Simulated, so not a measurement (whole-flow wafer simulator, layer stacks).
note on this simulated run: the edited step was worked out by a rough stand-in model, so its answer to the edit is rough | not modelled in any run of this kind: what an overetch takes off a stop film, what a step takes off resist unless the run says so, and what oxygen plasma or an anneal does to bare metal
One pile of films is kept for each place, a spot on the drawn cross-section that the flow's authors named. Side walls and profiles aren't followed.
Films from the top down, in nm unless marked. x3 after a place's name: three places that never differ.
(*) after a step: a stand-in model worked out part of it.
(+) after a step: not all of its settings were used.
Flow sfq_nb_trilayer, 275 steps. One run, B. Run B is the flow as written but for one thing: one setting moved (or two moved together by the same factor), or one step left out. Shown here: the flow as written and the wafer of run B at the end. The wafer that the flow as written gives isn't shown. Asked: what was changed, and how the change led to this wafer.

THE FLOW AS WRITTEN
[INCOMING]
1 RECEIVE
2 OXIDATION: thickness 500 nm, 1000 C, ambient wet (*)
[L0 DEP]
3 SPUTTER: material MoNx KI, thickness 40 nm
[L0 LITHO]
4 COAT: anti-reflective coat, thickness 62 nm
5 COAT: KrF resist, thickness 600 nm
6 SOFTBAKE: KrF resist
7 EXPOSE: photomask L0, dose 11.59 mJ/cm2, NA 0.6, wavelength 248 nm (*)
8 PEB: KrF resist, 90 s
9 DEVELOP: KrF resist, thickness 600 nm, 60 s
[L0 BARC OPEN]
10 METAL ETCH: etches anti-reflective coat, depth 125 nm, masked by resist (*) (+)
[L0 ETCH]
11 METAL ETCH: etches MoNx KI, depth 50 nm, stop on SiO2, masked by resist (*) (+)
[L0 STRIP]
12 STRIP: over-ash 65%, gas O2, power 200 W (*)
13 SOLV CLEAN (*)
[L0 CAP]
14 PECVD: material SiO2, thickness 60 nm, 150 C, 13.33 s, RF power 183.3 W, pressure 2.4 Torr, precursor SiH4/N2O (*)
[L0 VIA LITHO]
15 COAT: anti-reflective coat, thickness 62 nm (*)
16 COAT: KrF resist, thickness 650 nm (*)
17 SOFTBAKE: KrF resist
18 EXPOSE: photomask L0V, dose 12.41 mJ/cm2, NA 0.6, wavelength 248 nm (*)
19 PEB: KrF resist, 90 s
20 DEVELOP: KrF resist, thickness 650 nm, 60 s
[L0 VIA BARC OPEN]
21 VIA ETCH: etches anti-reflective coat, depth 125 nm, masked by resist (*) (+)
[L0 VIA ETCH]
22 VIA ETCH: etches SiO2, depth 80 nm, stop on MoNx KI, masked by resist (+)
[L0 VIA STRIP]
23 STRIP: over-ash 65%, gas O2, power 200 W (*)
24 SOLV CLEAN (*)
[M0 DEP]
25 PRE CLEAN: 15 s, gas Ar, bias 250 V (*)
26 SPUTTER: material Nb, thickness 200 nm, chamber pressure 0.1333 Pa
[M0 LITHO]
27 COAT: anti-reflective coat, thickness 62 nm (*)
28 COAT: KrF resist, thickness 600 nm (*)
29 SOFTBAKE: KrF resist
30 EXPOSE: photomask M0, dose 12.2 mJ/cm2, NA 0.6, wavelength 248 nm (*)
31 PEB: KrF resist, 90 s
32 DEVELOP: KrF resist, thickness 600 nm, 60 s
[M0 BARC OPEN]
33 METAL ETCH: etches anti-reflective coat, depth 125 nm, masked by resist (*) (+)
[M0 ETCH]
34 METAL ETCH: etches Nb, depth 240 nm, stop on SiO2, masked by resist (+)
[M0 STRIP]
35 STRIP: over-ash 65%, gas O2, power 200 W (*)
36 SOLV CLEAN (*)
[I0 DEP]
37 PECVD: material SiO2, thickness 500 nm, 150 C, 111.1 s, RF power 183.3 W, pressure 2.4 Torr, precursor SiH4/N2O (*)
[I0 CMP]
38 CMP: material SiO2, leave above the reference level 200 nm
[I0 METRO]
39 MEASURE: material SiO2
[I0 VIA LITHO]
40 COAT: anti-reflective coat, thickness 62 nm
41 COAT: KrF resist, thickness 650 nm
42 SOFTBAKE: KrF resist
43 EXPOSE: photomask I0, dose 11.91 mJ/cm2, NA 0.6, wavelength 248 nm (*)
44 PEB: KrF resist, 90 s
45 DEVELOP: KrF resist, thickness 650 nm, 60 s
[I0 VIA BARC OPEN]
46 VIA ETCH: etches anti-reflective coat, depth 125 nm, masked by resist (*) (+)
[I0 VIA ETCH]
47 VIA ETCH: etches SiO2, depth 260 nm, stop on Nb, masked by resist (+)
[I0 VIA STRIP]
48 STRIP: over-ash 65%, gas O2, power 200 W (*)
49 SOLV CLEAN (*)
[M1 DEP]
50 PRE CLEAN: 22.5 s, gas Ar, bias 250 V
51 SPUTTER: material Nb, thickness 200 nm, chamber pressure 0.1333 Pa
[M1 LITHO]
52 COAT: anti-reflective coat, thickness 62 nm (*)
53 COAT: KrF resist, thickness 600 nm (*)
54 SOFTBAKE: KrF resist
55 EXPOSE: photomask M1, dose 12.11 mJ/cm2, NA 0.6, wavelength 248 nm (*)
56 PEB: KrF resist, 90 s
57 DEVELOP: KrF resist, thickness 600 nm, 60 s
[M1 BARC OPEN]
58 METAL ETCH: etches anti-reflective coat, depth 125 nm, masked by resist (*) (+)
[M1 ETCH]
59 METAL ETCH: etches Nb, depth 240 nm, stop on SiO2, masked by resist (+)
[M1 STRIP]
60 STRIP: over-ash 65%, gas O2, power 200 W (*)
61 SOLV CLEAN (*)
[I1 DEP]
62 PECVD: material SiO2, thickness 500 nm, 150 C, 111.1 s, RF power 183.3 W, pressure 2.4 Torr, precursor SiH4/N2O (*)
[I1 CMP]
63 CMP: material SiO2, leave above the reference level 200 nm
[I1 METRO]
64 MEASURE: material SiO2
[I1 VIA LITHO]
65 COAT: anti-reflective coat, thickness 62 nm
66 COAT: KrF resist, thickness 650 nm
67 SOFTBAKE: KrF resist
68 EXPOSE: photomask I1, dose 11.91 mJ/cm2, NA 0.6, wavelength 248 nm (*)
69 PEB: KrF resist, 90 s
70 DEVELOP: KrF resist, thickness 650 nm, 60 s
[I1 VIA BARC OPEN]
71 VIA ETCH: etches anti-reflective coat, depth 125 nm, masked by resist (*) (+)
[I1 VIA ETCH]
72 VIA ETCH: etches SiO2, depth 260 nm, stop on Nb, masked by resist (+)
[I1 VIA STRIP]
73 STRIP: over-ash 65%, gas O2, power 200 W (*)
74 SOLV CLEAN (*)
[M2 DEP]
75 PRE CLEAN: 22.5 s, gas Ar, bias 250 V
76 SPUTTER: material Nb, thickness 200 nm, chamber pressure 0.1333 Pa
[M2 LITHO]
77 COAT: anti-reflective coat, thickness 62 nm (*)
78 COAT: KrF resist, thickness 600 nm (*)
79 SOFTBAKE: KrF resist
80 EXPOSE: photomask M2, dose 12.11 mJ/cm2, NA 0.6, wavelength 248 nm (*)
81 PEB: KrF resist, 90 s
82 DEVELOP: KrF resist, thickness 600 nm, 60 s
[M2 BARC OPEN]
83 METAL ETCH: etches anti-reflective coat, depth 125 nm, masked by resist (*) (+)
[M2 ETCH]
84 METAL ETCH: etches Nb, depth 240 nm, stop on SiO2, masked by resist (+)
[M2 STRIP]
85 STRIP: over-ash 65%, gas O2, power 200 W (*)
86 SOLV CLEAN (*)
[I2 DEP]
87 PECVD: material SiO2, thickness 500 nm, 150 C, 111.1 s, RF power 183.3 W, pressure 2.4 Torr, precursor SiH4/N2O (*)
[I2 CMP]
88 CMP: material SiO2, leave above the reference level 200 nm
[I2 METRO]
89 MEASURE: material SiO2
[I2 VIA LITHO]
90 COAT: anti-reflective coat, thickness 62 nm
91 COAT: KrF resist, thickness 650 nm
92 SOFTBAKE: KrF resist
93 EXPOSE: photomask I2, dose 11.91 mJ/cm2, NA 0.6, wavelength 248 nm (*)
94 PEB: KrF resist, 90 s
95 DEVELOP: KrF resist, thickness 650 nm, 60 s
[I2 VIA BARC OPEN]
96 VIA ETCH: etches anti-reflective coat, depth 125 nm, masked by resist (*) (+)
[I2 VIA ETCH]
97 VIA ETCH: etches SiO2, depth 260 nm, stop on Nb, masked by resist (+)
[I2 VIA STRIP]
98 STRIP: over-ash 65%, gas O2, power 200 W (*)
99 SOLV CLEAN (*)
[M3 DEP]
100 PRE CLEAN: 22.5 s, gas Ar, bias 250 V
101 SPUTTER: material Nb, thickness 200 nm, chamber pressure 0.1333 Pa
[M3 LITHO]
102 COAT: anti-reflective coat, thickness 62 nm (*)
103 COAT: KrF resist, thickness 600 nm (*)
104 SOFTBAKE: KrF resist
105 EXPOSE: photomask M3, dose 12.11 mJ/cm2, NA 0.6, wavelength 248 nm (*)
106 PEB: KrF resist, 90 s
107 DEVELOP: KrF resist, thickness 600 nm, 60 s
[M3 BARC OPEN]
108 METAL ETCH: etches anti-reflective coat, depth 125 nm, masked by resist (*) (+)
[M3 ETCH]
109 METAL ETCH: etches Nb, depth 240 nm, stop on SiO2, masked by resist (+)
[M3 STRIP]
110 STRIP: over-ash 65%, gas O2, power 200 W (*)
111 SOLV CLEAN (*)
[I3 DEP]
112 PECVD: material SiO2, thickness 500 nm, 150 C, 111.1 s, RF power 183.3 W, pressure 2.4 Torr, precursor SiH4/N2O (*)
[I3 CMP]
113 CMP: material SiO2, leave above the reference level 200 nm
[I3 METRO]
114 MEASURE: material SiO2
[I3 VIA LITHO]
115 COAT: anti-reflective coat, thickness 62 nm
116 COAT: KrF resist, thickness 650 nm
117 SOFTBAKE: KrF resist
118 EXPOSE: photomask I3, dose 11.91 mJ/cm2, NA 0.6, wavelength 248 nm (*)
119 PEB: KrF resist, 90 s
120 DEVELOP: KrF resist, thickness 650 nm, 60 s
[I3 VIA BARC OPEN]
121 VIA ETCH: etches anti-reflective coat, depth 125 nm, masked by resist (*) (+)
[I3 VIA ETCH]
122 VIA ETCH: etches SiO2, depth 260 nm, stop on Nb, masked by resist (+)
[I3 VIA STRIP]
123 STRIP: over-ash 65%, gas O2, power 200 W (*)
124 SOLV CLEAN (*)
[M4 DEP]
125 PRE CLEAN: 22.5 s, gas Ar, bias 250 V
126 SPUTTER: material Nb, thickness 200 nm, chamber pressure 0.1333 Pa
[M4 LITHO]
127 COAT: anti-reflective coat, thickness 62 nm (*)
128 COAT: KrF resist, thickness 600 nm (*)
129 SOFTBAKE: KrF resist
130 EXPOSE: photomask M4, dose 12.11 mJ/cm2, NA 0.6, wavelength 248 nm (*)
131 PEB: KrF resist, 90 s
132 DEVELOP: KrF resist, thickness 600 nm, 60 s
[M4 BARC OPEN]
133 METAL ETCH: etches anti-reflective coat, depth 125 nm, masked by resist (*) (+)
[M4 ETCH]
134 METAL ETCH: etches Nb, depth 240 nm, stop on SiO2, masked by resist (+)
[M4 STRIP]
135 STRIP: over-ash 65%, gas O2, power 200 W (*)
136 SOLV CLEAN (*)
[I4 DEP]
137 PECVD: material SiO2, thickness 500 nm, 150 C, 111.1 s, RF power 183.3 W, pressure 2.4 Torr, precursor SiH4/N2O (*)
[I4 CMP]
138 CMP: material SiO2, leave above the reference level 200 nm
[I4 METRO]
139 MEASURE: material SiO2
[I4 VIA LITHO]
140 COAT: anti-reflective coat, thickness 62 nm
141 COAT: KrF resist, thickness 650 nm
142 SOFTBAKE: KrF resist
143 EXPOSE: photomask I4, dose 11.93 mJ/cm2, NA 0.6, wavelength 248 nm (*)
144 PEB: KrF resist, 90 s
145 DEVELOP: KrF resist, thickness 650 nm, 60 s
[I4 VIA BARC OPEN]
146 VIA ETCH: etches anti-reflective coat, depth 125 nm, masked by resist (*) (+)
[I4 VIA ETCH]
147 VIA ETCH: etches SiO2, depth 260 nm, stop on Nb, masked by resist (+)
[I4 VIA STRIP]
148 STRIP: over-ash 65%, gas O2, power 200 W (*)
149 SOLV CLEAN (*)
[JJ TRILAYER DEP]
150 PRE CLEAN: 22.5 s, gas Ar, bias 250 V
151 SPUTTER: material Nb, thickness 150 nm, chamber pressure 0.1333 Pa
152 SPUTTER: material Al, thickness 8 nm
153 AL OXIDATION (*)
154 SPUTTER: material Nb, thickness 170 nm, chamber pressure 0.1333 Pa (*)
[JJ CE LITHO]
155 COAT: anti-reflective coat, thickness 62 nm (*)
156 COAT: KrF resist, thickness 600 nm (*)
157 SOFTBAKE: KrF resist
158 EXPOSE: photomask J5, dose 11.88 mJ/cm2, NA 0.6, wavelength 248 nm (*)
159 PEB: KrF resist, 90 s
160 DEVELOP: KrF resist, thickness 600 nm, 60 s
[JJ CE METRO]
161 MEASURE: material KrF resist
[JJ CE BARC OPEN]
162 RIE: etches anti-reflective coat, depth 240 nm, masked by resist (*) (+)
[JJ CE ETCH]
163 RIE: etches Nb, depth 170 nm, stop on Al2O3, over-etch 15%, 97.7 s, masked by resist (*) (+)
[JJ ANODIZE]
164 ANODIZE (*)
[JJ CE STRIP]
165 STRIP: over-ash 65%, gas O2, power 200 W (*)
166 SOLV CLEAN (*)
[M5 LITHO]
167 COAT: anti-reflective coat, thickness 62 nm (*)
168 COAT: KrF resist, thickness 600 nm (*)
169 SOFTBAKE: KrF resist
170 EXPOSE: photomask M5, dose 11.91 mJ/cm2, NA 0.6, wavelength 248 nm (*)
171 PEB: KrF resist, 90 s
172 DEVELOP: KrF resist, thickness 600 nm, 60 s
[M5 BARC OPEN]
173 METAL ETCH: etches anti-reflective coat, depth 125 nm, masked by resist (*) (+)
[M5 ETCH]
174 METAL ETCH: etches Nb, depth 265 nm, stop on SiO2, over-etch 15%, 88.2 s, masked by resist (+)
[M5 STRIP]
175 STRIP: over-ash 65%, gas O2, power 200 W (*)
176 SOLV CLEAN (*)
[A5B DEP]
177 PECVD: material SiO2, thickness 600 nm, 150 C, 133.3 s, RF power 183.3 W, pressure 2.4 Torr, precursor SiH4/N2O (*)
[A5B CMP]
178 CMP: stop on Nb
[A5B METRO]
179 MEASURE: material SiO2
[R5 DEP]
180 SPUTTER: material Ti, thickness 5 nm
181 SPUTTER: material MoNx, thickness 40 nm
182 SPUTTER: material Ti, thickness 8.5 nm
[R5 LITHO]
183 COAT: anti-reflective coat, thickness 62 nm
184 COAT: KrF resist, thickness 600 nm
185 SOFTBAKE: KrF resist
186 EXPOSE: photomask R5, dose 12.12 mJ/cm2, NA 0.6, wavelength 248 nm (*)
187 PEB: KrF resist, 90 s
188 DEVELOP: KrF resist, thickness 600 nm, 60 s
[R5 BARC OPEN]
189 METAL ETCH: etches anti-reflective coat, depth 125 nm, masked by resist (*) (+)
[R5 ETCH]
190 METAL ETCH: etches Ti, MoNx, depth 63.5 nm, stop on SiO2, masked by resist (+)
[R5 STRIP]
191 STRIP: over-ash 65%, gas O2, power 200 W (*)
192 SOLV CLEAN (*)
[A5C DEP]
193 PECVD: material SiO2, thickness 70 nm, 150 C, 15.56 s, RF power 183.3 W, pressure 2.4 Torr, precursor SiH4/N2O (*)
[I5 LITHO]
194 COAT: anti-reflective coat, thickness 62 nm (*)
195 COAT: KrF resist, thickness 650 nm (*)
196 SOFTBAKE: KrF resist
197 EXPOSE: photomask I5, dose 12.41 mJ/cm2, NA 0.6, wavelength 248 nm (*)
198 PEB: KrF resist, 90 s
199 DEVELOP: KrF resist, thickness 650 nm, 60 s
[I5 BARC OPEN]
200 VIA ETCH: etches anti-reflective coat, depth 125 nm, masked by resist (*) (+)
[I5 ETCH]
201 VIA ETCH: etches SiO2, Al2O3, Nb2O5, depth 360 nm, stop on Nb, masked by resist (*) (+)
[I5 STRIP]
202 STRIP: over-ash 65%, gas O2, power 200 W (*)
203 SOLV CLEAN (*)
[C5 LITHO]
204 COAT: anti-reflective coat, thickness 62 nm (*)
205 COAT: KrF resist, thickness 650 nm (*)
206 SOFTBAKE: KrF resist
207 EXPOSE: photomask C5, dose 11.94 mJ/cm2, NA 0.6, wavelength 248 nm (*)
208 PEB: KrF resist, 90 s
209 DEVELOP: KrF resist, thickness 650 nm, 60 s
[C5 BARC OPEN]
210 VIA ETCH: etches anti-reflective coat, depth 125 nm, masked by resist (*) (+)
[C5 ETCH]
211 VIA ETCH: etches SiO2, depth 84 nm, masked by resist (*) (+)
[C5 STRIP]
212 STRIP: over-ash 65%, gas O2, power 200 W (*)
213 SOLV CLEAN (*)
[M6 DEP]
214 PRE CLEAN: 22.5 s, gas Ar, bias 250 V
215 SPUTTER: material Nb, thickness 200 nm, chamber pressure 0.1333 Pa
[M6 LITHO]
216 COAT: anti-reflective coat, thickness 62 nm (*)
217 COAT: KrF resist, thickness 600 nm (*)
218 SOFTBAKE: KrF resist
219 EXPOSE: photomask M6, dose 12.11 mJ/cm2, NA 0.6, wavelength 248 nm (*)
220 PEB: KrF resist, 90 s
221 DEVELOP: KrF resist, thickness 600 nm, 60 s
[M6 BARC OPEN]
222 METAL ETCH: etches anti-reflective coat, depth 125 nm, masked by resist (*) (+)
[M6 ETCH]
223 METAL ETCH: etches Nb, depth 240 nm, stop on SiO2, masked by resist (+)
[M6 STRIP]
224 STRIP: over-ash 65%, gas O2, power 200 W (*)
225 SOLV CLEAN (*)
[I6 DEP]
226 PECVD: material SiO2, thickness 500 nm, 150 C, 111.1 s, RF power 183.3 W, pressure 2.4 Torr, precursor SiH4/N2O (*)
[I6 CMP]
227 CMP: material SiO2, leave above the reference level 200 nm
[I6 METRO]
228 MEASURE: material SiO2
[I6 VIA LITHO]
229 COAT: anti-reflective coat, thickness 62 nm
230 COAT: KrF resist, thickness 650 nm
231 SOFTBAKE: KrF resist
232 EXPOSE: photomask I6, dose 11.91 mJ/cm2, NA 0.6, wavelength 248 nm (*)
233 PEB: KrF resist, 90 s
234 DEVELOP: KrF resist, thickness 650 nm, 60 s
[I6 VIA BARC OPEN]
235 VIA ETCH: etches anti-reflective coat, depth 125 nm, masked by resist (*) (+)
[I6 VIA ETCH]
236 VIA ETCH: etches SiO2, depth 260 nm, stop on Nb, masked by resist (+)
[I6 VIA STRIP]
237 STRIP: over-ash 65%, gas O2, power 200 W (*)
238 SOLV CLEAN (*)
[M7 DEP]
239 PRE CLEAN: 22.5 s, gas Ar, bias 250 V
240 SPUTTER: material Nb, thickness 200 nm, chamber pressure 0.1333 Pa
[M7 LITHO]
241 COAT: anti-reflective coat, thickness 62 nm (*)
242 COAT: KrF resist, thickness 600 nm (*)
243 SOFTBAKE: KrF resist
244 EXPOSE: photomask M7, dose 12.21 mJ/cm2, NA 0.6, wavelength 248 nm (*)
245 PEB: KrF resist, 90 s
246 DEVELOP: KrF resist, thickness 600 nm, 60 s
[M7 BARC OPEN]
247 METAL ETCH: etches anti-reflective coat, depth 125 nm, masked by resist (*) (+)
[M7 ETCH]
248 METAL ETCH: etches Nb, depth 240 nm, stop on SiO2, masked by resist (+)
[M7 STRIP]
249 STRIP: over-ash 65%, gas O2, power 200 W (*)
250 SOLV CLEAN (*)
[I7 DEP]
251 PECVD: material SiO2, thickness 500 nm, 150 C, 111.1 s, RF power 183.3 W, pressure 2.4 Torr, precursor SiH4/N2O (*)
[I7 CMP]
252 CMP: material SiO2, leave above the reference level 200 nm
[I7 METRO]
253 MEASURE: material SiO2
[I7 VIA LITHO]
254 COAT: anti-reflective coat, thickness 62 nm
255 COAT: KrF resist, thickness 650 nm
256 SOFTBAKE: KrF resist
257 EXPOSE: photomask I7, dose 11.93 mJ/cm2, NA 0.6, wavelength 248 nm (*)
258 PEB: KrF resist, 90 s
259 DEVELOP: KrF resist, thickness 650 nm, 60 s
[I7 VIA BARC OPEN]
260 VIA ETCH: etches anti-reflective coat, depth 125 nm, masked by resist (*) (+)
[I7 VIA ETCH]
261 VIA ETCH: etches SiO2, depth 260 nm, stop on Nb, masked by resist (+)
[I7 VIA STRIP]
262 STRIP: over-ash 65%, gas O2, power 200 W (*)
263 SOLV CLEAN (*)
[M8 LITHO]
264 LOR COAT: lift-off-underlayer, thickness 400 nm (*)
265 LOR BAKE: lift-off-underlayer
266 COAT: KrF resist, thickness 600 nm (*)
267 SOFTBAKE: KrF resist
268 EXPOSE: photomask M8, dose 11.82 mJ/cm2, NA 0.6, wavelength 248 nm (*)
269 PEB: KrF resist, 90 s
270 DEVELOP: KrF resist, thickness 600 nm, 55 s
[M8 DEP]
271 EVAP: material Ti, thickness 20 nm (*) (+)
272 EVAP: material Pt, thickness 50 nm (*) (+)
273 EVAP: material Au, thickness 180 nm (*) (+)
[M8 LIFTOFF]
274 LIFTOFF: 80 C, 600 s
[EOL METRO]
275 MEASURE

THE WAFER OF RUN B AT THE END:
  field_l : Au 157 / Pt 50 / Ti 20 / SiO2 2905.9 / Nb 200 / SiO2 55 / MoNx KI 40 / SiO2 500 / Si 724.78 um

The cause: step 273, EVAP: thickness 157 nm was run, where the flow has thickness 180 nm.
It can be read off the wafer: field_l has Au 157, and step 273 as written asks for 180 nm.

How the change led to this, step by step:
  273 EVAP: material Au, thickness 180 nm (*) (+)
      field_l, v_sur, via_wl and 103 more: Au +157 (new film) (as written it would be: Au +180 (new film))
  274 LIFTOFF: 80 C, 600 s
      p4_fl, p4_fm, p4_w1 and 71 more: Au -157 (all of it), Pt -50 (all of it), Ti -20 (all of it), KrF resist -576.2 (all of it), lift-off-underlayer -400 (all of it) (as written it would be: Au -180 (all of it), Pt -50 (all of it), Ti -20 (all of it), KrF resist -576.2 (all of it), lift-off-underlayer -400 (all of it))
      c5j, ce_r: Au -157 (all of it), Pt -50 (all of it), Ti -20 (all of it), KrF resist -573.3 (all of it), lift-off-underlayer -399.3 (all of it) (as written it would be: Au -180 (all of it), Pt -50 (all of it), Ti -20 (all of it), KrF resist -573.3 (all of it), lift-off-underlayer -399.3 (all of it))
      (and at 19 more places)
